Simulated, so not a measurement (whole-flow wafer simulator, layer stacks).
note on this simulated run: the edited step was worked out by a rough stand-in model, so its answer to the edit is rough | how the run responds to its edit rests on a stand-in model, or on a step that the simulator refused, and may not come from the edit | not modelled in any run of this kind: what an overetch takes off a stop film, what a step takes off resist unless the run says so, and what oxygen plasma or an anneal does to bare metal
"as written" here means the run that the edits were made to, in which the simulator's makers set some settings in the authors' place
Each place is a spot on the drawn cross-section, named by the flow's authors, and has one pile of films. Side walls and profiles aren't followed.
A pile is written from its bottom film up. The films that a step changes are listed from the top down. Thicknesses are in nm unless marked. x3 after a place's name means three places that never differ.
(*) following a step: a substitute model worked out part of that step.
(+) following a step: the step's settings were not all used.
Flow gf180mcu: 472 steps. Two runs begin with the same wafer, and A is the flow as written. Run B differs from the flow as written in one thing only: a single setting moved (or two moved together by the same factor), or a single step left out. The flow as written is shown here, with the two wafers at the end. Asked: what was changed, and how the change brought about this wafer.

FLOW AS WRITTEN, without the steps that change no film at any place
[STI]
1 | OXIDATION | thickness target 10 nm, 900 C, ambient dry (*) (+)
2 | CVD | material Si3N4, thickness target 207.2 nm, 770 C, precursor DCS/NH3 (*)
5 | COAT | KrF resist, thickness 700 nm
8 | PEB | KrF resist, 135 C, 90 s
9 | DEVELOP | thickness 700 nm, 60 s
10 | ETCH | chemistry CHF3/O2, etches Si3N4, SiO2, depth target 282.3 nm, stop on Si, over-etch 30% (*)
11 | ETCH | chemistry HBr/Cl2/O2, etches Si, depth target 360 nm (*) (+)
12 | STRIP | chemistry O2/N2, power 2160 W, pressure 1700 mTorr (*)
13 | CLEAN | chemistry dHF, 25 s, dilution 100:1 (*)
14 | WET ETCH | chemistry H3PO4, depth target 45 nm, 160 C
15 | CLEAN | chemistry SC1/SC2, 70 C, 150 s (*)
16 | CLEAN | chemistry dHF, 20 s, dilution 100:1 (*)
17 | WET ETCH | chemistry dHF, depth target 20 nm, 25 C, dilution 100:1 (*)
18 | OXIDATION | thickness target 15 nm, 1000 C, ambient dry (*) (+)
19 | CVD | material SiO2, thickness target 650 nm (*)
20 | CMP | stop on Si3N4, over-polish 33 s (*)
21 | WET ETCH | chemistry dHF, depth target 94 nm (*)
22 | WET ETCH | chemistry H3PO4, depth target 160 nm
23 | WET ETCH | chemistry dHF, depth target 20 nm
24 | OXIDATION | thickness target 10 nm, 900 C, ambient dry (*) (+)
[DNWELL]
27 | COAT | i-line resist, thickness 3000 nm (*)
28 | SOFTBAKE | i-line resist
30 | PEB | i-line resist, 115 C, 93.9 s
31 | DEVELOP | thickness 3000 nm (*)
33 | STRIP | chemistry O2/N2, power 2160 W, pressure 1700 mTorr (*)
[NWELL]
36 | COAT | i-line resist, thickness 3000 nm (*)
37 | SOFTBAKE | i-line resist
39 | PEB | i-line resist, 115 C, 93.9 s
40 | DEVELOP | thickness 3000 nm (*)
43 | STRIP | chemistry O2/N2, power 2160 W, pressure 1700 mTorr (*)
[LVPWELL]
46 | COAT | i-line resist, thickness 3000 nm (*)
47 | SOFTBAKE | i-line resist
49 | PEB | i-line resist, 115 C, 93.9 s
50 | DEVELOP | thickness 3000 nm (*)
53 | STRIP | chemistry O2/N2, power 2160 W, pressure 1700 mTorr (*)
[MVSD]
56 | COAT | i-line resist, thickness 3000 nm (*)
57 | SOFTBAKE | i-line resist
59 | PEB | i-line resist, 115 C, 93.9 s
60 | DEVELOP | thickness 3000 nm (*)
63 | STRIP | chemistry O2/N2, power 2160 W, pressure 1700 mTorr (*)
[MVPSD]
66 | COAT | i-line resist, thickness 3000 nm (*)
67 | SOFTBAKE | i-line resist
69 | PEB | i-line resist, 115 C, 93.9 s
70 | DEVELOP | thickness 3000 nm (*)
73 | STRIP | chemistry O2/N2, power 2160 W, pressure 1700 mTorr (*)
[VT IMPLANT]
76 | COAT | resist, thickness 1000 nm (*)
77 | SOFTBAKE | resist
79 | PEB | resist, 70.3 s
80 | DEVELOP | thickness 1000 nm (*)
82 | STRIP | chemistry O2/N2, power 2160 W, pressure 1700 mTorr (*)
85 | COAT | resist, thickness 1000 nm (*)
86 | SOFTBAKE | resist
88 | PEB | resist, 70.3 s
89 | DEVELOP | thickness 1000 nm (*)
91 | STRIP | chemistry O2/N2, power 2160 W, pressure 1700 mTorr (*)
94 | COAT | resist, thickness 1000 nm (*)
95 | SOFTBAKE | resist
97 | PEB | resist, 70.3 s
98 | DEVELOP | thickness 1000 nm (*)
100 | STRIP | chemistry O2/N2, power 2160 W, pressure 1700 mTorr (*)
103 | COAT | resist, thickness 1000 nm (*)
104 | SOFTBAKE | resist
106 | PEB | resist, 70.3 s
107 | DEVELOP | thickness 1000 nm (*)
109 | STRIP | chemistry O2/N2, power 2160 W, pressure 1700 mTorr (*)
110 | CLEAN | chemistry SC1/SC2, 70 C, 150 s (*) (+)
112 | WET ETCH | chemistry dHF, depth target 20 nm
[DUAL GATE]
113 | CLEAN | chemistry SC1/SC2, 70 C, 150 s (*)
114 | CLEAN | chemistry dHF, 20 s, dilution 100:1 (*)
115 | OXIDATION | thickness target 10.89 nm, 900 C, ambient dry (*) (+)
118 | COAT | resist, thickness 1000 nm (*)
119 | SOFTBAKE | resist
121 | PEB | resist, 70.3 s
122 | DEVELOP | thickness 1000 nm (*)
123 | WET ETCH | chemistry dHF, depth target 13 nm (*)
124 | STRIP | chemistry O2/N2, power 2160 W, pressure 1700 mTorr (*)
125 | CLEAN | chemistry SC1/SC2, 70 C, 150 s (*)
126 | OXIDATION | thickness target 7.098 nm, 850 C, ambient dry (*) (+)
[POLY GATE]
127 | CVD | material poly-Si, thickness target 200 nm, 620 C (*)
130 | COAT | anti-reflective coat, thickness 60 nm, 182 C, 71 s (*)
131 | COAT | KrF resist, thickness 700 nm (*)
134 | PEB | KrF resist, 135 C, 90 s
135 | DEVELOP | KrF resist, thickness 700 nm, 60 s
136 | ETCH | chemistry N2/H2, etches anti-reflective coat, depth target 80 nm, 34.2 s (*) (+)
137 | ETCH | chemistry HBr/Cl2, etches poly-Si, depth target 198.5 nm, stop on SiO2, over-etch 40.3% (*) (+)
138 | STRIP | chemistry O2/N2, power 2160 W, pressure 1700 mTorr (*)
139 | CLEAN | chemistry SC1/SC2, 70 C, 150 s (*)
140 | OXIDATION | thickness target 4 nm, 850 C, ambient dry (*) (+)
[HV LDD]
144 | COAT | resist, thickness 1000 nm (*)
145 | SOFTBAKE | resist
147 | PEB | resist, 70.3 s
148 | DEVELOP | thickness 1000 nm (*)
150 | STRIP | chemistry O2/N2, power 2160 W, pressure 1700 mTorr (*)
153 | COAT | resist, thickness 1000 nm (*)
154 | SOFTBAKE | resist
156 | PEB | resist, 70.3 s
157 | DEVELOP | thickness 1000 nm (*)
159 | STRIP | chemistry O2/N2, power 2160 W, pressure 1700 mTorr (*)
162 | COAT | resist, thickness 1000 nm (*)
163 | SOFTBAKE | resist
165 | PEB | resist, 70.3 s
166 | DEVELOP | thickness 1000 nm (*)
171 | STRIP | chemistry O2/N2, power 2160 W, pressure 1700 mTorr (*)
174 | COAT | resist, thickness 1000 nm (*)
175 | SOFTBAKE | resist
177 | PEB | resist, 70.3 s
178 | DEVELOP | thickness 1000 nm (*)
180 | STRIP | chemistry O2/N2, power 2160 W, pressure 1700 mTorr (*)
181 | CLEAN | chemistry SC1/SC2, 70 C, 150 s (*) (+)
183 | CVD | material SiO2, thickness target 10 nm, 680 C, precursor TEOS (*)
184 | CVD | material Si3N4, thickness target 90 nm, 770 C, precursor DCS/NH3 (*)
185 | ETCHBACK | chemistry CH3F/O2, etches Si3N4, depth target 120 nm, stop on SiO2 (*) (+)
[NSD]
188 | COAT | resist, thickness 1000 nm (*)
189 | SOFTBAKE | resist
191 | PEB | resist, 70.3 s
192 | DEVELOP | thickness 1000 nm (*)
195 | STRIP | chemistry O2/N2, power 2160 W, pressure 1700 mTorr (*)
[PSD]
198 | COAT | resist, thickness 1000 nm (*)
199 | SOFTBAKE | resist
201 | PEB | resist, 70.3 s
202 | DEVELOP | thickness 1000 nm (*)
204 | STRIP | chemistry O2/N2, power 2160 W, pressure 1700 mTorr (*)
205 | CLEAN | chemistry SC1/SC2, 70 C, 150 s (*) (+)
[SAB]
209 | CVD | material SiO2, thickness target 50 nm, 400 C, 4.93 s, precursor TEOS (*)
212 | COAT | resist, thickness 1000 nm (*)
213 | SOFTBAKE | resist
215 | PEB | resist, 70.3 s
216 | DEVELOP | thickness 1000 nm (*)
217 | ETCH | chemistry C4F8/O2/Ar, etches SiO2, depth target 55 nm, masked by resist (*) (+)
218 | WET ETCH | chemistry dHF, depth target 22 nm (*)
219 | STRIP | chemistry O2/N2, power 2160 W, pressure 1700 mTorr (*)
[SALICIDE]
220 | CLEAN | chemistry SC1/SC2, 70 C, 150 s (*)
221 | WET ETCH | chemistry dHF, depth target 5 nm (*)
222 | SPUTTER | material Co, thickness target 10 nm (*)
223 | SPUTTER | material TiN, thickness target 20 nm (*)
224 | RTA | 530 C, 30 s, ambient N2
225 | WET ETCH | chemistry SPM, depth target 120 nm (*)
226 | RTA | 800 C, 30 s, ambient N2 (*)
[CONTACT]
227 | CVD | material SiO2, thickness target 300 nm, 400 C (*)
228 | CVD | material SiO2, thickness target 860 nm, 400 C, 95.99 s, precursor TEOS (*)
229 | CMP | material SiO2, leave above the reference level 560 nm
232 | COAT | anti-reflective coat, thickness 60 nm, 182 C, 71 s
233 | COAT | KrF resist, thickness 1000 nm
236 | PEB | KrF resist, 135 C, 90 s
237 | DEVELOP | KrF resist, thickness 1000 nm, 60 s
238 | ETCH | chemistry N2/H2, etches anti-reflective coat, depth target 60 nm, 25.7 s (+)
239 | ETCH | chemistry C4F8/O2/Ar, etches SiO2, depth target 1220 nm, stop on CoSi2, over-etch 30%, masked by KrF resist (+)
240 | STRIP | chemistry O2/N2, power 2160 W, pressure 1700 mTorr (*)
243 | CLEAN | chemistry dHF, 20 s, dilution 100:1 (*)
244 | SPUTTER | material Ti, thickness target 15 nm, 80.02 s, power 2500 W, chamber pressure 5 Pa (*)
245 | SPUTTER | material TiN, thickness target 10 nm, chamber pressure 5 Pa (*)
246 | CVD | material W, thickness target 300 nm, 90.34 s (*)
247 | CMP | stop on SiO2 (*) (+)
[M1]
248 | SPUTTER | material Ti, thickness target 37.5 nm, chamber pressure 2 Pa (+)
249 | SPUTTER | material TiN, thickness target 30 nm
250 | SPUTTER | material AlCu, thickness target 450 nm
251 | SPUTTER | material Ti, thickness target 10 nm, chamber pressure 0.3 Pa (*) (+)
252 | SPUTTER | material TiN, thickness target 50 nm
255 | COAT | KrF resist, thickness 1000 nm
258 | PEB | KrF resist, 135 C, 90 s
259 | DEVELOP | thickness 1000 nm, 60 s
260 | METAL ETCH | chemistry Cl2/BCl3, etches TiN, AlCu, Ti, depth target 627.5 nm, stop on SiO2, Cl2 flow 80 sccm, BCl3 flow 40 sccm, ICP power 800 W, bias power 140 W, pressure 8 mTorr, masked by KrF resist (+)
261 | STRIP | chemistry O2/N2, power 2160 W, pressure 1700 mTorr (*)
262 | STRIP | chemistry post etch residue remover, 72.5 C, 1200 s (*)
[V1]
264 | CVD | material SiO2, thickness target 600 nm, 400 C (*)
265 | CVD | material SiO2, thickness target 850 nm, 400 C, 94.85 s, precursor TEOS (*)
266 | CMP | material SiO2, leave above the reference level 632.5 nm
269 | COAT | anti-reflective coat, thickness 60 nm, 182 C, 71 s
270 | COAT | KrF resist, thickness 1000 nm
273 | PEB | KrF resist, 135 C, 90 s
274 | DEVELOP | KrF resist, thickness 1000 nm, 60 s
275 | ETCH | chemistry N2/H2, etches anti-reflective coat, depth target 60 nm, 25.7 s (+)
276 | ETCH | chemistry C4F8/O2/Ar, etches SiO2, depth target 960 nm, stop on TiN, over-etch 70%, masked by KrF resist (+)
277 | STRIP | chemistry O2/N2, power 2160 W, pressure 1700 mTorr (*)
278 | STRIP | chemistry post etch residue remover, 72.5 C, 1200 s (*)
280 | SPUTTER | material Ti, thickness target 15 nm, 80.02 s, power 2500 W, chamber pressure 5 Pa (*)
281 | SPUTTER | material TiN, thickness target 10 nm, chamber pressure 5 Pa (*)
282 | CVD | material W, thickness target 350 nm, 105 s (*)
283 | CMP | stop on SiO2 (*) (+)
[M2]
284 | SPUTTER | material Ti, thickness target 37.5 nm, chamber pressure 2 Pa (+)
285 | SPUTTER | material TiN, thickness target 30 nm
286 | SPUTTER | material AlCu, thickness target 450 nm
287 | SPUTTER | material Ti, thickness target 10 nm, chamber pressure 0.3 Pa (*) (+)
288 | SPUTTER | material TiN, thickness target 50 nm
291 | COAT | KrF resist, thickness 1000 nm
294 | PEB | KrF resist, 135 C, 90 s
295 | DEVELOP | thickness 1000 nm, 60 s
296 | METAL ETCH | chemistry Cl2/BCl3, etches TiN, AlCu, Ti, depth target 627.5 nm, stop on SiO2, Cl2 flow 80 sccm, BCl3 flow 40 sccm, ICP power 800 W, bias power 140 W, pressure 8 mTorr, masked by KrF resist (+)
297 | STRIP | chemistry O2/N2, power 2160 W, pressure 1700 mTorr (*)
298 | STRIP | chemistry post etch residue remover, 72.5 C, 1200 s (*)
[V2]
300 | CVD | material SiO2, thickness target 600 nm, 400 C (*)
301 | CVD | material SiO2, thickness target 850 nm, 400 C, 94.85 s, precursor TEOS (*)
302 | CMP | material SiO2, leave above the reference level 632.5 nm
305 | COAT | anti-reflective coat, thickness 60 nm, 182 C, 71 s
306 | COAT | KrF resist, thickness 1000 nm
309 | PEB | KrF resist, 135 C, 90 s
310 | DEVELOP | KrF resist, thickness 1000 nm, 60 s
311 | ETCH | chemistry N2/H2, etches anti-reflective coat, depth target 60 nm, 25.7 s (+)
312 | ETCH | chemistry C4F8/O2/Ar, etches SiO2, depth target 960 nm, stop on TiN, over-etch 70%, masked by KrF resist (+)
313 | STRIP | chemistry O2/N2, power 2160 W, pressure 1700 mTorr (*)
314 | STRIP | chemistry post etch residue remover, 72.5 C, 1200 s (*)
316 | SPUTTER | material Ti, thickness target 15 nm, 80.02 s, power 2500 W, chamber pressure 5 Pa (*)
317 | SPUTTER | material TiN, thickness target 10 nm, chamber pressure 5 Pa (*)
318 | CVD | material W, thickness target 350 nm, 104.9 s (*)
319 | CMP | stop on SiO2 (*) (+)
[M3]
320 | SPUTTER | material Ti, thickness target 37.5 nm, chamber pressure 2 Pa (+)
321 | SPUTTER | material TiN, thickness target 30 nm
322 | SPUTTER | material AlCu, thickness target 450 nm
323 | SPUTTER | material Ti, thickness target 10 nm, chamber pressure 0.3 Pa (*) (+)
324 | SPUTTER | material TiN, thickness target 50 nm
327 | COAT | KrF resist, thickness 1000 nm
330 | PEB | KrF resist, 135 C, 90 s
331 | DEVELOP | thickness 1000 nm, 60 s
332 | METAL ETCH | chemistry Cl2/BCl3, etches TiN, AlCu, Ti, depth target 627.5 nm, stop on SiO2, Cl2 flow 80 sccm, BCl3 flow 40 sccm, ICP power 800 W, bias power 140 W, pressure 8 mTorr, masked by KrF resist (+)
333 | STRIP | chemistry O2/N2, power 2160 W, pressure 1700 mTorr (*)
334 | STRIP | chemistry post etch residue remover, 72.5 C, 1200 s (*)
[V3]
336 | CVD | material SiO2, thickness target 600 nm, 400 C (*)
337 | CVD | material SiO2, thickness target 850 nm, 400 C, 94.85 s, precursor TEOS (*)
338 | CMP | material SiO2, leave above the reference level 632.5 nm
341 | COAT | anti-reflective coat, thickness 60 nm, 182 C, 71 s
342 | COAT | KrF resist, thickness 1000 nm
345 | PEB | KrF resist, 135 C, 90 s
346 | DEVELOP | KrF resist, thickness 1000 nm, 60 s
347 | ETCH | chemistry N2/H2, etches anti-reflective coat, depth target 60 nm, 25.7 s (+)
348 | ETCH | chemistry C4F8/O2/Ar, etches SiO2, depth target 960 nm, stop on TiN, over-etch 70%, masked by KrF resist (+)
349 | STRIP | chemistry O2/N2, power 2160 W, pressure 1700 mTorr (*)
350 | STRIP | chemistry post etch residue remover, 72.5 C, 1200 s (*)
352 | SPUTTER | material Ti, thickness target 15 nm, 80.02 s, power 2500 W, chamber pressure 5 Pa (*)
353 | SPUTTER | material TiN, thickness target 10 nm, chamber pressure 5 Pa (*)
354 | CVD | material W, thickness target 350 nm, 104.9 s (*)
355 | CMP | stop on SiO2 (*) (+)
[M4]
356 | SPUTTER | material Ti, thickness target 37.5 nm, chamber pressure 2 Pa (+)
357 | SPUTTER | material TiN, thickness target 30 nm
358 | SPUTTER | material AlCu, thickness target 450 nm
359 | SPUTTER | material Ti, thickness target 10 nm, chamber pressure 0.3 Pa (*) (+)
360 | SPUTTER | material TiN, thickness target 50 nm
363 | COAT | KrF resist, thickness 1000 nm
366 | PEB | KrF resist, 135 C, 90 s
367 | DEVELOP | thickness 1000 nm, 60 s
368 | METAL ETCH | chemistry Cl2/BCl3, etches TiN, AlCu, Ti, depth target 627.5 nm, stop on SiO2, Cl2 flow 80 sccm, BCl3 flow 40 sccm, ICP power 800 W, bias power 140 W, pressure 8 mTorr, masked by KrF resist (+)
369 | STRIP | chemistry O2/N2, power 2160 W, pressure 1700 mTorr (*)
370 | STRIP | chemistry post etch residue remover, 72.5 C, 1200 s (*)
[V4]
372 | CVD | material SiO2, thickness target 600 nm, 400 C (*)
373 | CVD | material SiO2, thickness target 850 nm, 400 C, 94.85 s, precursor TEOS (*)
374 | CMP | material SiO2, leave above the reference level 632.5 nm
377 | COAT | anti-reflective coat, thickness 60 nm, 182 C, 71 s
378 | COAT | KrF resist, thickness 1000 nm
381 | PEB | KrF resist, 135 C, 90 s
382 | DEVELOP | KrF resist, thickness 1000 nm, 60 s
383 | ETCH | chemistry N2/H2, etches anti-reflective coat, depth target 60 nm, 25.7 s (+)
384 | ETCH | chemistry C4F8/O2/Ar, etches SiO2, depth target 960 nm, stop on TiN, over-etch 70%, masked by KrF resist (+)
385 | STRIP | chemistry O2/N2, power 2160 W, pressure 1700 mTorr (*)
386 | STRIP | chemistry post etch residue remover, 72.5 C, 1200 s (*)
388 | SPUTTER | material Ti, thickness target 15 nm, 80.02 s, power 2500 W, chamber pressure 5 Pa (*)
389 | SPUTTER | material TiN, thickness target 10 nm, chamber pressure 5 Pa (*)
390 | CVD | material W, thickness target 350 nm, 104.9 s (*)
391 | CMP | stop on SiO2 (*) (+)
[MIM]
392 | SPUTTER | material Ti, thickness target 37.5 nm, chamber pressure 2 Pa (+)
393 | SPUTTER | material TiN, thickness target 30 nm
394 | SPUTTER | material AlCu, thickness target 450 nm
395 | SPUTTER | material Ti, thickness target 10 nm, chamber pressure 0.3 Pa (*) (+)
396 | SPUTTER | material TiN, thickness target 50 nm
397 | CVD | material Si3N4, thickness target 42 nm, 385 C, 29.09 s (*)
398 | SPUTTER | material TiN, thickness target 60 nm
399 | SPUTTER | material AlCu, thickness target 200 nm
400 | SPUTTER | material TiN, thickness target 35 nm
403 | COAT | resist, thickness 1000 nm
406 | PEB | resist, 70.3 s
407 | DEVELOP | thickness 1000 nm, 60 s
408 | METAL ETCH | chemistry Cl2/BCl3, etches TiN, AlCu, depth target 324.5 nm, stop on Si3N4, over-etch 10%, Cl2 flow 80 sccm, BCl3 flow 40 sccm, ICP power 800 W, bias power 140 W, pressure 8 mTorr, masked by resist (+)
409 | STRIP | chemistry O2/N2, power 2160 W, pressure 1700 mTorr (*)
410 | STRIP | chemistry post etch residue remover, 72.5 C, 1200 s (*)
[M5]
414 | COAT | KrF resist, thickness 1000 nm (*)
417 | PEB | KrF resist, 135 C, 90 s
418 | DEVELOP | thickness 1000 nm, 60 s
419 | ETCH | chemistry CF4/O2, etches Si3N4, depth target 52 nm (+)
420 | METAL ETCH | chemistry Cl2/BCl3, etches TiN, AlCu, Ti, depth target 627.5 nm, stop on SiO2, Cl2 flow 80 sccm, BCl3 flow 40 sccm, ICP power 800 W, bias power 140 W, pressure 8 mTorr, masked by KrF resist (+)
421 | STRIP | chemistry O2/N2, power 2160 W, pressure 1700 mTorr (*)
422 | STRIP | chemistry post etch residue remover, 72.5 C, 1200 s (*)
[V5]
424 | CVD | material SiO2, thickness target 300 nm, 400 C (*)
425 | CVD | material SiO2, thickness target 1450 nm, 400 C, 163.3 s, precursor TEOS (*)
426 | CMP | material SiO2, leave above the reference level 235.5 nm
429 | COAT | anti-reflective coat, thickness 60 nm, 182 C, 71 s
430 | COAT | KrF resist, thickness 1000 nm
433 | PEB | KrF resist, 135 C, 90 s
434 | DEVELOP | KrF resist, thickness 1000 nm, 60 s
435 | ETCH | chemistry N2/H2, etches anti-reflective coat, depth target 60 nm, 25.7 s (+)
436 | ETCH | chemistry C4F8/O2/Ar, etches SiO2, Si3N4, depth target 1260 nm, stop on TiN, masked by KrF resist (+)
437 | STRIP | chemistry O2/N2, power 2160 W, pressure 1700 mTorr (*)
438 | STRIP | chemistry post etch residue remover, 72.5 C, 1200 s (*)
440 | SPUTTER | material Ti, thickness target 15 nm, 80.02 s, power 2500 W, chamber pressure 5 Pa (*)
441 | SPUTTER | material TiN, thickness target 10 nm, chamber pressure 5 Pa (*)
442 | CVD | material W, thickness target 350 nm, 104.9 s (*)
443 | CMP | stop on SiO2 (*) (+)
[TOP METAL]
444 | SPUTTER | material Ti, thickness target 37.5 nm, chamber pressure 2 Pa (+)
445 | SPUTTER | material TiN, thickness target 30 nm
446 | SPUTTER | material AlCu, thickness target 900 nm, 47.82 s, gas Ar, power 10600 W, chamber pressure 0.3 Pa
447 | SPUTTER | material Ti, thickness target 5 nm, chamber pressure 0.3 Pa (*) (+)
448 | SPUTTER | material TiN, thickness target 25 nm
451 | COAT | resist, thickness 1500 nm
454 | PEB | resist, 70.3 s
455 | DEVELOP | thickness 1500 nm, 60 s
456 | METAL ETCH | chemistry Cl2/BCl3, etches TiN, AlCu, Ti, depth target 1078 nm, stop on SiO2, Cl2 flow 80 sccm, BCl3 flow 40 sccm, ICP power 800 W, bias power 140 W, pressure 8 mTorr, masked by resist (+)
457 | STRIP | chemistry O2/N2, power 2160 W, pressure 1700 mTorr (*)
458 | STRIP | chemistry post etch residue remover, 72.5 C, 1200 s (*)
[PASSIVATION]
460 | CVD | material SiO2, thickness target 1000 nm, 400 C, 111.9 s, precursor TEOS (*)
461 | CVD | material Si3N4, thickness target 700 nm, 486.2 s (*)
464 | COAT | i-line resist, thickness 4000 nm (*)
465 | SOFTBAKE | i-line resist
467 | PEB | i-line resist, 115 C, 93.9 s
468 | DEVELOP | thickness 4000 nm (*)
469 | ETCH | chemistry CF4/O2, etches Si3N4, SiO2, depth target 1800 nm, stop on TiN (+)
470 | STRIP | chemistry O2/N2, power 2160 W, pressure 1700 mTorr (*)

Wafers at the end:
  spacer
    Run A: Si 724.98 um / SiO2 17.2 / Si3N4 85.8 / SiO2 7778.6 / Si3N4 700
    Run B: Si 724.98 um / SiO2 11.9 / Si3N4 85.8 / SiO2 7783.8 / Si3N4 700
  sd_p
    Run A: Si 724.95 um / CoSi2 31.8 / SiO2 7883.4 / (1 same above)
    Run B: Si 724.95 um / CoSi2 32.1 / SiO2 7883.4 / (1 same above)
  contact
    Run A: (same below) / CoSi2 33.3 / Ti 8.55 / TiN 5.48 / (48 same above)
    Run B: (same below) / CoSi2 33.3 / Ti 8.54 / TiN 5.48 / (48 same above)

Cause: step 183, CVD: thickness target 4.75 nm was run, while the flow as written has thickness target 10 nm.

Step by step, how the change led to this:
  183 | CVD | material SiO2, thickness target 10 nm, 680 C, precursor TEOS (*)
      field, field__w1, field__w2 and 99 more: A +10 SiO2 | B +4.75 SiO2
      ld_drift_p: A +9.87 SiO2 | B +4.69 SiO2
      (and at 1 other place as well)
  189 | SOFTBAKE | resist
      field: A +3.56 resist | B -0.36 resist
      active_hv: A +2.68 resist | B -0.53 resist
      (and at 1 other place as well)
  199 | SOFTBAKE | resist
      field: A +3.56 resist | B -0.36 resist
      active_hv: A +2.68 resist | B -0.53 resist
      (and at 1 other place as well)
  217 | ETCH | chemistry C4F8/O2/Ar, etches SiO2, depth target 55 nm, masked by resist (*) (+)
      gate, gate_hv, gate_p and 23 more: A -55 SiO2 | B -55.2 SiO2 (all of it)
  218 | WET ETCH | chemistry dHF, depth target 22 nm (*)
      gate, gate_hv, gate_p and 23 more: A -5.48 SiO2 (all of it) | B nothing
      active, p_well, sd_n, iso_ptap_pw, iso_ntap_nw, iso_ptap_sub, vpnp_e: A -9.01 SiO2 (all of it) | B -3.76 SiO2 (all of it)
      (and at 16 other places as well)
  229 | CMP | material SiO2, leave above the reference level 560 nm
      field_sub, field_sub__w2: A -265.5 SiO2 | B -259.8 SiO2
      field__w2: A -250 SiO2 | B -243.6 SiO2
      (and at 10 other places as well)
